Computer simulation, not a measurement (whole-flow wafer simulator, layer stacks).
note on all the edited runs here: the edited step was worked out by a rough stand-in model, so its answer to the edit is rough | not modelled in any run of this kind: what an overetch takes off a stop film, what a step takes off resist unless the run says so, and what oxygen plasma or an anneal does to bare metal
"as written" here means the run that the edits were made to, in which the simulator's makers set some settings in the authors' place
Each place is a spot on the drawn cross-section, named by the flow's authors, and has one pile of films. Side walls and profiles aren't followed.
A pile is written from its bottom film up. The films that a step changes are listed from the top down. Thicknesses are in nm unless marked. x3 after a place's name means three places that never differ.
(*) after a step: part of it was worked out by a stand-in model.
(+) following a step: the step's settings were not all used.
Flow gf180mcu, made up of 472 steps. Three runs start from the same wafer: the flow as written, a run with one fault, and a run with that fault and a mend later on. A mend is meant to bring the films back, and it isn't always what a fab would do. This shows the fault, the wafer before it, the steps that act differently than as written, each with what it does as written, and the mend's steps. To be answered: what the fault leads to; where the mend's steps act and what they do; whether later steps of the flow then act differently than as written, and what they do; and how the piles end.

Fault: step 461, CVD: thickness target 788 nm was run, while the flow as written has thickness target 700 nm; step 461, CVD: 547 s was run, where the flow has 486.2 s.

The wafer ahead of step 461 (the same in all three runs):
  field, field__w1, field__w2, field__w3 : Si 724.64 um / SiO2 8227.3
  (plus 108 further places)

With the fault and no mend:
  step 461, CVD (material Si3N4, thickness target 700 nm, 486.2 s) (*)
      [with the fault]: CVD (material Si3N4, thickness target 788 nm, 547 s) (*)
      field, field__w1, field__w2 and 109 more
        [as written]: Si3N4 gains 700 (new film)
        [with the fault]: Si3N4 gains 787.5 (new film)
  Steps further on in the flow that do not act as written (5 more steps, not shown, differ only slightly: by at most 2% or 0.5 nm, whichever is larger):
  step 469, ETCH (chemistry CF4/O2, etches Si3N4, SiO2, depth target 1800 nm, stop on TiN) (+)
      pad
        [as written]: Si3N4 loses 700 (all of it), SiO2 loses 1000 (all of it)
        [with the fault]: Si3N4 loses 787.5 (all of it), SiO2 loses 1000 (all of it)
  At field, field__w1, field__w2 and 108 more, the piles at the end differ from the flow's by more than 2% or 0.5 nm, whichever is larger.
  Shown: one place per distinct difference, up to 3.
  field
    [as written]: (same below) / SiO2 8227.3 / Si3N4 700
    [with the fault]: (same below) / SiO2 8227.3 / Si3N4 787.5
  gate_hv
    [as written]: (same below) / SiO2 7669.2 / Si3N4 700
    [with the fault]: (same below) / SiO2 7669.2 / Si3N4 787.5
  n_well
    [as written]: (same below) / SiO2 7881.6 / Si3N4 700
    [with the fault]: (same below) / SiO2 7881.6 / Si3N4 787.5

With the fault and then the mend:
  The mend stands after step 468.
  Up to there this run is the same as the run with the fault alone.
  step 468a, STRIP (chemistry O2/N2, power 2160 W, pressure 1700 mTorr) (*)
      iso_ptap_pw, iso_ntap_nw, iso_nw_fld and 33 more
        i-line resist loses 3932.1 (all of it)
      p_well, sti, spacer, sd_n, mim_1p0, dice_street
        i-line resist loses 3938.4 (all of it)
      field__w2, field__w3, field__w6, field__w12
        i-line resist loses 3987.3 (all of it)
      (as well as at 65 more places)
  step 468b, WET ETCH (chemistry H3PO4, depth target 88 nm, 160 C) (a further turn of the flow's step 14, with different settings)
      field, field__w1, field__w2 and 109 more
        Si3N4 loses 88
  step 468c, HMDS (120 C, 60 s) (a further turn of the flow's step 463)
      alters no film at any place that is followed
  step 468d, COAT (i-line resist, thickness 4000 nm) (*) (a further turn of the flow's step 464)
      iso_ptap_pw, iso_ntap_nw, iso_nw_fld and 33 more
        i-line resist gains 4000 (new film)
      field__w5, field__w9, field__w11, field__w13, sd_p_hv, gate_p_hv, nplus_u, npoly_u
        i-line resist gains 4016.9 (new film)
      p_well, sti, spacer, sd_n, mim_1p0, dice_street
        i-line resist gains 4006.3 (new film)
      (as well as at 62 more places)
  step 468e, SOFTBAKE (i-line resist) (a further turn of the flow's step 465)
      field__w2, field_sub__w3, field_sub__w4
        i-line resist gains 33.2
      field__w11, field__w13, ppoly_u
        i-line resist gains 37.4
      ld_acc_p, ld_fp_p, ld_drift_p
        i-line resist gains 33.6
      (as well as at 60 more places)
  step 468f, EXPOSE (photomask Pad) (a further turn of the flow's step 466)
      alters no film at any place that is followed
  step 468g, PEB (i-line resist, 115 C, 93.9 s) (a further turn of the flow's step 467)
      iso_ptap_pw, iso_ntap_nw, iso_nw_fld and 33 more
        i-line resist loses 67.9
      field, field__w2, field__w3 and 25 more
        i-line resist loses 68.8
      field_sub, field_sub__w1, field_sub__w2 and 23 more
        i-line resist loses 68.7
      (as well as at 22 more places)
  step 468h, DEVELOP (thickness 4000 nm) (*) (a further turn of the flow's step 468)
      field__w1, field__w2, field__w7 and 13 more
        i-line resist loses 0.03
      pad
        i-line resist loses 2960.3 (all of it)
  None of the later steps of the flow differs from how it acts as written, at any place that is followed, by more than 2% or 0.5 nm, whichever is larger.
  At the end the piles are close to the flow's at the places that both follow, differing by at most 2% or 0.5 nm, whichever is larger.
